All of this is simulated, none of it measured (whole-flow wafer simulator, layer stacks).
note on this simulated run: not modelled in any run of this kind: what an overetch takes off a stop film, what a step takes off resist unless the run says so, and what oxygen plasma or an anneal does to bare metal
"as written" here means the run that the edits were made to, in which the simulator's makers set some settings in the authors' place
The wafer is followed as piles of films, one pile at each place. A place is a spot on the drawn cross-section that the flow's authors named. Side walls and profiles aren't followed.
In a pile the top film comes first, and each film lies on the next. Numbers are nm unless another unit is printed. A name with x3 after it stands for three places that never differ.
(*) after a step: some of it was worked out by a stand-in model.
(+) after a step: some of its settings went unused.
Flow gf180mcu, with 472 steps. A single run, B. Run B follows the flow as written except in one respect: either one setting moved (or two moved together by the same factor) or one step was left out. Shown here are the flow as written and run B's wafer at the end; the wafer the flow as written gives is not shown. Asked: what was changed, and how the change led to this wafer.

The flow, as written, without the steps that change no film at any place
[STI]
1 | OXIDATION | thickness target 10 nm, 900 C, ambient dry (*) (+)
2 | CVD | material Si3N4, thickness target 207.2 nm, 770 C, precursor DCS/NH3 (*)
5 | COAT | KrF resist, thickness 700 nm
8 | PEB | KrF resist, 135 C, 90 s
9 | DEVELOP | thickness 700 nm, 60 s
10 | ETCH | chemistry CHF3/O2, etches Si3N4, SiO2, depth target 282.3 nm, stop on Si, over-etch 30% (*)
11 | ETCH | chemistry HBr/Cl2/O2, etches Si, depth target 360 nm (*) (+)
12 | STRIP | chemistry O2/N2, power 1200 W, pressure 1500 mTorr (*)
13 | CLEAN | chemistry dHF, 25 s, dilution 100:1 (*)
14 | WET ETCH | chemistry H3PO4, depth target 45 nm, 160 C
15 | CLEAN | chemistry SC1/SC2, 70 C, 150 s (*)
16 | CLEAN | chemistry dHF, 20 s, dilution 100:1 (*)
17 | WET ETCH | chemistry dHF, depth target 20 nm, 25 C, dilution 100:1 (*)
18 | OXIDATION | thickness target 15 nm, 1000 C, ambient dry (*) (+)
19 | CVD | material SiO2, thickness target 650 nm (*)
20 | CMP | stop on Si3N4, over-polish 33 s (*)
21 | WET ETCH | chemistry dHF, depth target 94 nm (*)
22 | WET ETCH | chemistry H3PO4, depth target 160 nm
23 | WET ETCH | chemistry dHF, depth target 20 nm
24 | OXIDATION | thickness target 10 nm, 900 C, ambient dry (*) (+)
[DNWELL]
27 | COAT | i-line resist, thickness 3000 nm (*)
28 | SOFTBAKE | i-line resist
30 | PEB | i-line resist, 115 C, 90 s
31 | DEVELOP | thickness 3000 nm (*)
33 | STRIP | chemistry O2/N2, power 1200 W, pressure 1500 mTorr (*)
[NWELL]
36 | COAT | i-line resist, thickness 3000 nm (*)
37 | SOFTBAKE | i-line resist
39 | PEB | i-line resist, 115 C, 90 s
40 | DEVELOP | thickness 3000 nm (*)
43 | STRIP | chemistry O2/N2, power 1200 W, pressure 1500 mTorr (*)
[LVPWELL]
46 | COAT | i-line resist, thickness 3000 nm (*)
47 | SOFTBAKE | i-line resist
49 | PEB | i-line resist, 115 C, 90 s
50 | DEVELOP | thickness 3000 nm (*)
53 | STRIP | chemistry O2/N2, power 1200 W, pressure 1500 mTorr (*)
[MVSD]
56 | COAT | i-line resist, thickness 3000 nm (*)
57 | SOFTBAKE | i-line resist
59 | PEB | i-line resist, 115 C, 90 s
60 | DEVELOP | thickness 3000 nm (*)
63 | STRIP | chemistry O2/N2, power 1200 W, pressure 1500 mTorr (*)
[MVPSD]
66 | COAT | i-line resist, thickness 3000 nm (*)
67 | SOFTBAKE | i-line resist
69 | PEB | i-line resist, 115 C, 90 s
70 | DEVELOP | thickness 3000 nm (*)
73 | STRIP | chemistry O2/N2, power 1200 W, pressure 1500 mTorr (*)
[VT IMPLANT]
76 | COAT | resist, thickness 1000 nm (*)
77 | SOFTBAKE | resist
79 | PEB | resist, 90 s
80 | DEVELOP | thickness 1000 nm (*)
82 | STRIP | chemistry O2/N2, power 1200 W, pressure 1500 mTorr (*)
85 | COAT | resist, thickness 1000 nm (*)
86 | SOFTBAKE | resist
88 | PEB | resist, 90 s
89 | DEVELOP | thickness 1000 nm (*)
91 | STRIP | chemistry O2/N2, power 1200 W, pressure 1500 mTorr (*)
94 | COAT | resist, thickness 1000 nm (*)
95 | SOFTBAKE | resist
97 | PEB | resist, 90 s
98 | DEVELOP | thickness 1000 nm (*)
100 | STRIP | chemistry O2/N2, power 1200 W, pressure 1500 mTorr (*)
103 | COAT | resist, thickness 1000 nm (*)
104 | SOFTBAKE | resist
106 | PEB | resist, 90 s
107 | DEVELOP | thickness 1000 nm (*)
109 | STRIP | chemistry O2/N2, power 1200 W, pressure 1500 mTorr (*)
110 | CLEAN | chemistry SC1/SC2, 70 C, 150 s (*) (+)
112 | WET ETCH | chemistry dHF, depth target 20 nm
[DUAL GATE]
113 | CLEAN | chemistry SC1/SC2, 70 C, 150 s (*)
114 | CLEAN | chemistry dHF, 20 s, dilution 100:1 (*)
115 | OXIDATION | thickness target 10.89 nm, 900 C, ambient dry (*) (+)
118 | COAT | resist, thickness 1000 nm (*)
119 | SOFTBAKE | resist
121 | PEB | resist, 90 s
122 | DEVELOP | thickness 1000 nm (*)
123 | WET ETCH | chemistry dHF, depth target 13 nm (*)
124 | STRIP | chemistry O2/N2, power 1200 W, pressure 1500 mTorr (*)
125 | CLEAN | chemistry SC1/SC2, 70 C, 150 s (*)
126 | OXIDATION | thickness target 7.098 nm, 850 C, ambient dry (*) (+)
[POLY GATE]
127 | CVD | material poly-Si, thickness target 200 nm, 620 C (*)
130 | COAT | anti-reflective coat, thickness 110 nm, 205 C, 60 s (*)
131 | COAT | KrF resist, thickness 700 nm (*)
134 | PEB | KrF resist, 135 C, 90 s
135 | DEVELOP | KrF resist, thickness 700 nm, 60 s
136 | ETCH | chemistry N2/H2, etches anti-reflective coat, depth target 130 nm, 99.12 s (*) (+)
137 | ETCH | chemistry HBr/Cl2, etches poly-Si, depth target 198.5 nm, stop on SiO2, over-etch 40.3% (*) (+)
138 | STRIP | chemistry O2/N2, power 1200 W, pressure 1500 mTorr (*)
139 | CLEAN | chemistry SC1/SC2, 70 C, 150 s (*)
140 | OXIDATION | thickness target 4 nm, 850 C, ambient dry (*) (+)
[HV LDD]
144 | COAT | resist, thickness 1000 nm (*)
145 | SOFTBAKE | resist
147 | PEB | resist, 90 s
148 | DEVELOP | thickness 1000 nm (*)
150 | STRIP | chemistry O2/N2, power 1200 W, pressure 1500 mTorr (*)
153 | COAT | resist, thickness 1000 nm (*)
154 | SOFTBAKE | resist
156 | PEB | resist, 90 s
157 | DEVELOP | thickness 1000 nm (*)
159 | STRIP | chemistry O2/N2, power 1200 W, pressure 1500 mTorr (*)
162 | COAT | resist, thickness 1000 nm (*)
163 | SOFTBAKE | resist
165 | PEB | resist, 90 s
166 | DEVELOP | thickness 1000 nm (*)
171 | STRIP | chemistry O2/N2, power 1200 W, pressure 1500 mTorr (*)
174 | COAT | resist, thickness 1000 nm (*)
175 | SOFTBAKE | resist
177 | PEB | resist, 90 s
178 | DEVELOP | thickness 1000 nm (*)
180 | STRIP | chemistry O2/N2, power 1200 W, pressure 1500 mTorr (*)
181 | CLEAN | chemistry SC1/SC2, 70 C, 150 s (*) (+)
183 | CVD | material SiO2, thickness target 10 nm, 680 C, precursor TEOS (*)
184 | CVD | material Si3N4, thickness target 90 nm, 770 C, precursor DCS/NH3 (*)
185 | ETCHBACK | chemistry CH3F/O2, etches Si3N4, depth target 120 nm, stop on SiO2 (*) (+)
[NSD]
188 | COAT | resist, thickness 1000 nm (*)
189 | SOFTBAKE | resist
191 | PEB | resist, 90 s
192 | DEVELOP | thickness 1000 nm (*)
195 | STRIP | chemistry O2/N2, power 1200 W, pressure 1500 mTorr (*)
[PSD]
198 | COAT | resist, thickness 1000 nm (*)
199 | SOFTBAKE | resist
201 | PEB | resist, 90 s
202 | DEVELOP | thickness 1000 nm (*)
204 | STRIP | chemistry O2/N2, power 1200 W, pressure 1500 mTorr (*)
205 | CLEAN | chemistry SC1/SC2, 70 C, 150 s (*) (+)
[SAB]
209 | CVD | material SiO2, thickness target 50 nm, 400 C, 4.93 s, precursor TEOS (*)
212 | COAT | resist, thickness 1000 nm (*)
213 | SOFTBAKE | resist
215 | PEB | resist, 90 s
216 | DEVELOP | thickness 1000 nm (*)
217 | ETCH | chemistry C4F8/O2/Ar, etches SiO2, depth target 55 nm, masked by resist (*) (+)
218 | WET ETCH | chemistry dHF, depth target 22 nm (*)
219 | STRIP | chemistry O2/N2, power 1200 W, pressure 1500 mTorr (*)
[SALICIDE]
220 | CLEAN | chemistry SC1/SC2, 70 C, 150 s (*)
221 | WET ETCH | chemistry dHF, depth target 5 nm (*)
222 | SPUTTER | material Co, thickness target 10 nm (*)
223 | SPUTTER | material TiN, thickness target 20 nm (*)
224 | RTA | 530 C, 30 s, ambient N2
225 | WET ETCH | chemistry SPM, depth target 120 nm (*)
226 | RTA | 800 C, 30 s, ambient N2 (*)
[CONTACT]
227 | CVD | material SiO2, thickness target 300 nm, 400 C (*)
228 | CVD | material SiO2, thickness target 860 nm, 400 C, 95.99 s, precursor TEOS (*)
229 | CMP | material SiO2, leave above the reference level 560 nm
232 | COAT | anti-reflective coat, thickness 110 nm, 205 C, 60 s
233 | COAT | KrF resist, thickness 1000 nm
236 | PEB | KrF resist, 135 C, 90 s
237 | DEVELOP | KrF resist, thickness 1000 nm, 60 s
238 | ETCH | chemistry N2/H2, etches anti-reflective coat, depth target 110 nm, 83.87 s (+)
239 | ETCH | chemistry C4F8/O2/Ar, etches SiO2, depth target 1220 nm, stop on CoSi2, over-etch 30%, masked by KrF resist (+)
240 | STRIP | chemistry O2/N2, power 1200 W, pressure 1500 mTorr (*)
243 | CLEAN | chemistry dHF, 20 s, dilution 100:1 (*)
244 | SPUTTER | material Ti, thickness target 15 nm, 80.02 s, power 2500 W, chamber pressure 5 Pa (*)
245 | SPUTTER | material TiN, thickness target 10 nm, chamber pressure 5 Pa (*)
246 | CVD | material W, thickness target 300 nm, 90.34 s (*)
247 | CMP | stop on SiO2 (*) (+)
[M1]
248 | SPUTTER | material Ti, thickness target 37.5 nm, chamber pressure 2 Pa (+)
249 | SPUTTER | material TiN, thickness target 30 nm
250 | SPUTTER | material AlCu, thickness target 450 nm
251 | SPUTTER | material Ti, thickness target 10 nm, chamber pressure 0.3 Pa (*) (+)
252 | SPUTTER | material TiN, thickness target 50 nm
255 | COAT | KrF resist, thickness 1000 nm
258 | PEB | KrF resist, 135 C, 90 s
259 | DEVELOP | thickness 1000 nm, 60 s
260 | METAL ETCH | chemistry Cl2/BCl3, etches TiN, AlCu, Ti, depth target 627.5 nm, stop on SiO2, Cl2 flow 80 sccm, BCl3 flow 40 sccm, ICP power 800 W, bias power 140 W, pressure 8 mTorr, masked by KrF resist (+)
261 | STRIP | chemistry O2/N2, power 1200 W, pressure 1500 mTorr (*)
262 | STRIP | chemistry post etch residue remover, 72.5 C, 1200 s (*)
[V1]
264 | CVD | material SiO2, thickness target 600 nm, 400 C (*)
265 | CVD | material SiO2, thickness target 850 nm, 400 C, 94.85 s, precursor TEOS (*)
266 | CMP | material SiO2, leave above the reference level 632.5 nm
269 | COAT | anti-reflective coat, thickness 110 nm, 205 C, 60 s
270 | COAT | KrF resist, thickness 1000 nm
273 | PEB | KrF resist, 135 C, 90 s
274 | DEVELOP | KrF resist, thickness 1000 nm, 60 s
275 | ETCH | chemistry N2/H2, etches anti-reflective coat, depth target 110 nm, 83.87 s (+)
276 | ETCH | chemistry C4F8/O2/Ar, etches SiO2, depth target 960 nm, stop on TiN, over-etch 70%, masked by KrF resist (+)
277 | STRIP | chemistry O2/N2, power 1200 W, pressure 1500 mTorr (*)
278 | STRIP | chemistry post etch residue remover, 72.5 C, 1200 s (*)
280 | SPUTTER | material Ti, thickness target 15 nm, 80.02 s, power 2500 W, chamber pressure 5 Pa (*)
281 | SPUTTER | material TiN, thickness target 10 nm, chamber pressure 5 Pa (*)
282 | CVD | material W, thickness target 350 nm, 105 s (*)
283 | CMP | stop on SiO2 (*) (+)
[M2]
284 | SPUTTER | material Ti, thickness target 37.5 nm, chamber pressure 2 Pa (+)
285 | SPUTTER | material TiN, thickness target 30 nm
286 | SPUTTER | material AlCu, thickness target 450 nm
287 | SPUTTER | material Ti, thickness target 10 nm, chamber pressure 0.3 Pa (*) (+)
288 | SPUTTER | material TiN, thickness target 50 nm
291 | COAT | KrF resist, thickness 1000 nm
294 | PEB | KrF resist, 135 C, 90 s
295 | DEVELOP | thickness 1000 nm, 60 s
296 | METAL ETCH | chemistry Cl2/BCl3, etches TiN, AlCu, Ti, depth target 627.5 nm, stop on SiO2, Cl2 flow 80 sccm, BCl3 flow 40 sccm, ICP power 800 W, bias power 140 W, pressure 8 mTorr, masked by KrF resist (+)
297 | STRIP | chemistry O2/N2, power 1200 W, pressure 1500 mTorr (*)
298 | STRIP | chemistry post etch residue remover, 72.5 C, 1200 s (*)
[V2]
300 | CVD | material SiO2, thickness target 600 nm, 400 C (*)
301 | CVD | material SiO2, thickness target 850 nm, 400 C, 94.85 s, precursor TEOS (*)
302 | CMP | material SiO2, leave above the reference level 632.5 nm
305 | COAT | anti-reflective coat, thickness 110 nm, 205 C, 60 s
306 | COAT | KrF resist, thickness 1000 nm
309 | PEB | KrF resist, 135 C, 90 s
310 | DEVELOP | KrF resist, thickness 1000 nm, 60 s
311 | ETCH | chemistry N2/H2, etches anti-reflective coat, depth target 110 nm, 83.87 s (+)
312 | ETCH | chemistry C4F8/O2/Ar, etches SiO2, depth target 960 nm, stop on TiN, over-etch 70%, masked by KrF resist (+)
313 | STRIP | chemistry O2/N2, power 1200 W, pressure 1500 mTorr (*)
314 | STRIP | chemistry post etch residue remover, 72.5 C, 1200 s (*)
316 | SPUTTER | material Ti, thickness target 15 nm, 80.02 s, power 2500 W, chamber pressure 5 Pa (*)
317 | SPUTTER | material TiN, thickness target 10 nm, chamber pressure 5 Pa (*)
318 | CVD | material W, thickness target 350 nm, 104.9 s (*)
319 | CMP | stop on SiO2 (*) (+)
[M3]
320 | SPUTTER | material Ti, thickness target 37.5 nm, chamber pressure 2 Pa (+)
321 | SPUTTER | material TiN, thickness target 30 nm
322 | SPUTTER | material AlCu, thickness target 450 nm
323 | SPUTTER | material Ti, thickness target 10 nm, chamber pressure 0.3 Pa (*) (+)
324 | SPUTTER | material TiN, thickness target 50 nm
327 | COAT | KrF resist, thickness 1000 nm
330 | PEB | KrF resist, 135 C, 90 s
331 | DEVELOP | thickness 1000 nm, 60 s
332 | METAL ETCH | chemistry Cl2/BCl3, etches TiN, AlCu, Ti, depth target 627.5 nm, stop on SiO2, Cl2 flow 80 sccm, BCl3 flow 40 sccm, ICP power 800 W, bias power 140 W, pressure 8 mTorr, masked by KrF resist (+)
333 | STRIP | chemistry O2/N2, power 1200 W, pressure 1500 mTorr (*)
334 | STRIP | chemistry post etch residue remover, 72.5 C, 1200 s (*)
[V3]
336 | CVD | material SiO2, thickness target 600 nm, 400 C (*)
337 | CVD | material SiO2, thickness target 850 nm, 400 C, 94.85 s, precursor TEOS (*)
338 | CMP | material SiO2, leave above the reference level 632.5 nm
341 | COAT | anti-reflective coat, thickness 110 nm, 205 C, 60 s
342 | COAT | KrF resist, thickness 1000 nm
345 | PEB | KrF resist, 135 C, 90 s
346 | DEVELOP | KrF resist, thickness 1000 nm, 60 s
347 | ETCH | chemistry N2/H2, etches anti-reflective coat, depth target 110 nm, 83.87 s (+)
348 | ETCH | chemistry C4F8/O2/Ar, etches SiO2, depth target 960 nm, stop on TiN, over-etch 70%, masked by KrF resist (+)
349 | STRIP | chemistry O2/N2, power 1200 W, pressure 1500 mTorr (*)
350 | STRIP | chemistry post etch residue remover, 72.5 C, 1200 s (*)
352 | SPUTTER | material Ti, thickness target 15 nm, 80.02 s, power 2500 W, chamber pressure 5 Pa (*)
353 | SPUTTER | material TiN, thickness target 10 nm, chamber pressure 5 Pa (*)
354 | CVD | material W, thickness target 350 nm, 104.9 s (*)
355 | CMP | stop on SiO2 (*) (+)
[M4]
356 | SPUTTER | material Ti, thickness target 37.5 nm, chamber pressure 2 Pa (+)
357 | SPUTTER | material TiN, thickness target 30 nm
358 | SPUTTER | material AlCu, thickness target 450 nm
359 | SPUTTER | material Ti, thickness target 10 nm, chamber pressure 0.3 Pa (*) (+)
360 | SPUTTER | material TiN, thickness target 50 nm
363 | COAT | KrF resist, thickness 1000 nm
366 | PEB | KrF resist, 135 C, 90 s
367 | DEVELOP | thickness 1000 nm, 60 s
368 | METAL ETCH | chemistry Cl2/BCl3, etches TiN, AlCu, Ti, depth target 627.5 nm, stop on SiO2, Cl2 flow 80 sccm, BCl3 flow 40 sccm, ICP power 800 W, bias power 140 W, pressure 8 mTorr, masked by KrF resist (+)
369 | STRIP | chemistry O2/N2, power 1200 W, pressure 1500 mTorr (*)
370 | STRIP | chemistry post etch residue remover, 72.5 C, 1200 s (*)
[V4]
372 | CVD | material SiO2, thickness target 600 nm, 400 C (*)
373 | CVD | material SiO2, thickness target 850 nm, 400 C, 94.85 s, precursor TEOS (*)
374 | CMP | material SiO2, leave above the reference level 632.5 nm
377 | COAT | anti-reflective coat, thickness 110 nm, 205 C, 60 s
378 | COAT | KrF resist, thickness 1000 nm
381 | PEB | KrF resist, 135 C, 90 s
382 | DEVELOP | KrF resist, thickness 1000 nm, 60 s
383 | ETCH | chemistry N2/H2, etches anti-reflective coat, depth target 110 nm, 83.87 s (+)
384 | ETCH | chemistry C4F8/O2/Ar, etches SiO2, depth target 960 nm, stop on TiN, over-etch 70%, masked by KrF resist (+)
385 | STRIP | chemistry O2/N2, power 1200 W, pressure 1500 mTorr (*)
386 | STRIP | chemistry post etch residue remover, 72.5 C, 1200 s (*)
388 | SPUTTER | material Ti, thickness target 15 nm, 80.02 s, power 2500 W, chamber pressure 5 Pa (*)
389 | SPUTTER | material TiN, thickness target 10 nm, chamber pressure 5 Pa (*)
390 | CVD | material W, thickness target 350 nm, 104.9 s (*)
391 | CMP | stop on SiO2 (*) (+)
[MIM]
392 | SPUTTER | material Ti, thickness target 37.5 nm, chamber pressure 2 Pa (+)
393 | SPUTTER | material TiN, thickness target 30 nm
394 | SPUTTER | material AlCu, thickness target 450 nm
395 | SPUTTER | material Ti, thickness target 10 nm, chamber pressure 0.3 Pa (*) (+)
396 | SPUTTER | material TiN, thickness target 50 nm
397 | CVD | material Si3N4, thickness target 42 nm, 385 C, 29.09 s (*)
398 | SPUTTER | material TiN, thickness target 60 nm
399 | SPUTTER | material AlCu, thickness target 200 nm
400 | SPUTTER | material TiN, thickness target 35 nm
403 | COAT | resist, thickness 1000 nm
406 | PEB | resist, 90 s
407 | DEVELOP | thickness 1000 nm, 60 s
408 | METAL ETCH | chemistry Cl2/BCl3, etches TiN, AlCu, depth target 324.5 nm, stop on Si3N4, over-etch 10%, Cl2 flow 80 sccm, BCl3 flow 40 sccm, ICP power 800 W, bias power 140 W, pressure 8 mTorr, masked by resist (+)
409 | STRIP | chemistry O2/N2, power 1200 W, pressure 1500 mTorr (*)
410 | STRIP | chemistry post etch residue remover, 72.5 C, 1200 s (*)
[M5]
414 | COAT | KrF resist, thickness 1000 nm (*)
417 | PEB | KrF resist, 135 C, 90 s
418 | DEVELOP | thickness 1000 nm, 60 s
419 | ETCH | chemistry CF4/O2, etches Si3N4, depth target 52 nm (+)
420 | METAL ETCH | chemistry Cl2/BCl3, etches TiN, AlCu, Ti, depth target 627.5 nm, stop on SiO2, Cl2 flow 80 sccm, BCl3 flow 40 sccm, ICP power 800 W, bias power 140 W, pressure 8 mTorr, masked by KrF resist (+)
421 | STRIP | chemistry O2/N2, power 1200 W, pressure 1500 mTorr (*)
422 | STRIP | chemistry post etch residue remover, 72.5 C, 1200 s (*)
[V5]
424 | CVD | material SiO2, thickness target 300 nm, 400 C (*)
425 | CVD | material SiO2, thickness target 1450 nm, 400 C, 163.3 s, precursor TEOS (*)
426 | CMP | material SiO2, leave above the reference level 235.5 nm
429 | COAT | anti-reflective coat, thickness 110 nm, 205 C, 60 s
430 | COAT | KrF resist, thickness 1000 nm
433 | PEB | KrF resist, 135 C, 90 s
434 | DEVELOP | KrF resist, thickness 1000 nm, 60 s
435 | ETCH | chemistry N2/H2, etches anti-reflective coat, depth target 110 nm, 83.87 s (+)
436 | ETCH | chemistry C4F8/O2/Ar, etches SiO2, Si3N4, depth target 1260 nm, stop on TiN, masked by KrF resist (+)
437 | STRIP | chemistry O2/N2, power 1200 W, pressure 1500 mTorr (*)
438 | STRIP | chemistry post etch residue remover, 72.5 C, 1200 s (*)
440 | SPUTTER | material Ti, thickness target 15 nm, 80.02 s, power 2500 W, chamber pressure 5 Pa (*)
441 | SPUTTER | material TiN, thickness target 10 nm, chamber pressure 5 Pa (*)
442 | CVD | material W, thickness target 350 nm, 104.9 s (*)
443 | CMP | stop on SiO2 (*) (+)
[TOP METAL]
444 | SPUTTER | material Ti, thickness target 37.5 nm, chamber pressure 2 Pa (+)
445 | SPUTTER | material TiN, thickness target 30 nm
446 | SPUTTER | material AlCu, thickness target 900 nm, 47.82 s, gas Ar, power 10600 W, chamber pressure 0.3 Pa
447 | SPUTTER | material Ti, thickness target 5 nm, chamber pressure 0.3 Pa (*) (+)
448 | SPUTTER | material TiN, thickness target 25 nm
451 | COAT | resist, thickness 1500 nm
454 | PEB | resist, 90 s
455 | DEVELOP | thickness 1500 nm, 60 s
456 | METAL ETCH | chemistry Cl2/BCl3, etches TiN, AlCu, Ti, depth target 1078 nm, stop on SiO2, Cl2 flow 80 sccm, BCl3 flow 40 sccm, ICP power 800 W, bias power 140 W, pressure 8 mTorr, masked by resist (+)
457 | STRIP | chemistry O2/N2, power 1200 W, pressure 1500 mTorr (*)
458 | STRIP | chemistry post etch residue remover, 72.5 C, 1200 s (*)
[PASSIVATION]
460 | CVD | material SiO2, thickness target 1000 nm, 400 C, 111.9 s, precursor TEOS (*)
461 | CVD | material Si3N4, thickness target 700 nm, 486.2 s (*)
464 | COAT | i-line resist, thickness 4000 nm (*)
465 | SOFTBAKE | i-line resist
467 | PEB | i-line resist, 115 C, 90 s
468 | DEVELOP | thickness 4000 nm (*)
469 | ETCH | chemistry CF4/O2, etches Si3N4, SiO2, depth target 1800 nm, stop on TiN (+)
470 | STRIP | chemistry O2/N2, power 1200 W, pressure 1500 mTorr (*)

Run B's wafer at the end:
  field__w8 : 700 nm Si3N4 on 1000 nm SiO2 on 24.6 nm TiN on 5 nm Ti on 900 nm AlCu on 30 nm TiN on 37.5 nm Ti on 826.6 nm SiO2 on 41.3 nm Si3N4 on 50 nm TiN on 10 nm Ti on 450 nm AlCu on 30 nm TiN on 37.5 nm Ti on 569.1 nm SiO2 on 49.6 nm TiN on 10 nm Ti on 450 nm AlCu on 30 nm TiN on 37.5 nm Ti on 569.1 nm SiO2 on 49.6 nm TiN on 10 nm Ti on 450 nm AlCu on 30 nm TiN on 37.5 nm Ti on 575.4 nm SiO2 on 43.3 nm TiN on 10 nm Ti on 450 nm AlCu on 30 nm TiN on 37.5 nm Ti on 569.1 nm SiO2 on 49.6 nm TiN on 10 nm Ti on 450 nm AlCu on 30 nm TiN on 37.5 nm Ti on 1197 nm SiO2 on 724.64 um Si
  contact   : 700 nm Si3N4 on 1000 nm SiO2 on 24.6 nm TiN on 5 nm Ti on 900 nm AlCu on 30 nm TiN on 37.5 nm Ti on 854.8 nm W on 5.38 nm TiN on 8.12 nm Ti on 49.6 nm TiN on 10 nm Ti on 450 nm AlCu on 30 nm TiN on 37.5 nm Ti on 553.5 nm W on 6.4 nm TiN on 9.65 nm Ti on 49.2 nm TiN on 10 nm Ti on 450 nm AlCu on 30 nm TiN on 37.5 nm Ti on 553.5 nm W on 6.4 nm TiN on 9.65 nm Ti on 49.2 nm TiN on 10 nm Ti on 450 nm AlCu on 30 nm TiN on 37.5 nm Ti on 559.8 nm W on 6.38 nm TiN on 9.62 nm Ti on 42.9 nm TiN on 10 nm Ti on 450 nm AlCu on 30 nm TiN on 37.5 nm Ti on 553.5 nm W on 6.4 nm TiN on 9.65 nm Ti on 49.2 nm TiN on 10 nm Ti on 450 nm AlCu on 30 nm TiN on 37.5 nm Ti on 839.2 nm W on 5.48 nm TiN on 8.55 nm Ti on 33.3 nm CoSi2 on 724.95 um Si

The reason: step 288, SPUTTER: thickness target 43.75 nm was run, while the flow as written has thickness target 50 nm.

How this came from the change, step by step:
  288 | SPUTTER | material TiN, thickness target 50 nm
      field, field__w1, field__w2 and 108 more: +43.8 TiN (new film) (in the flow as written it would be: +50 TiN (new film))
  296 | METAL ETCH | chemistry Cl2/BCl3, etches TiN, AlCu, Ti, depth target 627.5 nm, stop on SiO2, Cl2 flow 80 sccm, BCl3 flow 40 sccm, ICP power 800 W, bias power 140 W, pressure 8 mTorr, masked by KrF resist (+)
      field, field__w1, field__w2 and 103 more: -43.8 TiN (all of it), -10 Ti (all of it), -450 AlCu (all of it), -30 TiN (all of it), -37.5 Ti (all of it) (in the flow as written it would be: -50 TiN (all of it), -10 Ti (all of it), -450 AlCu (all of it), -30 TiN (all of it), -37.5 Ti (all of it))
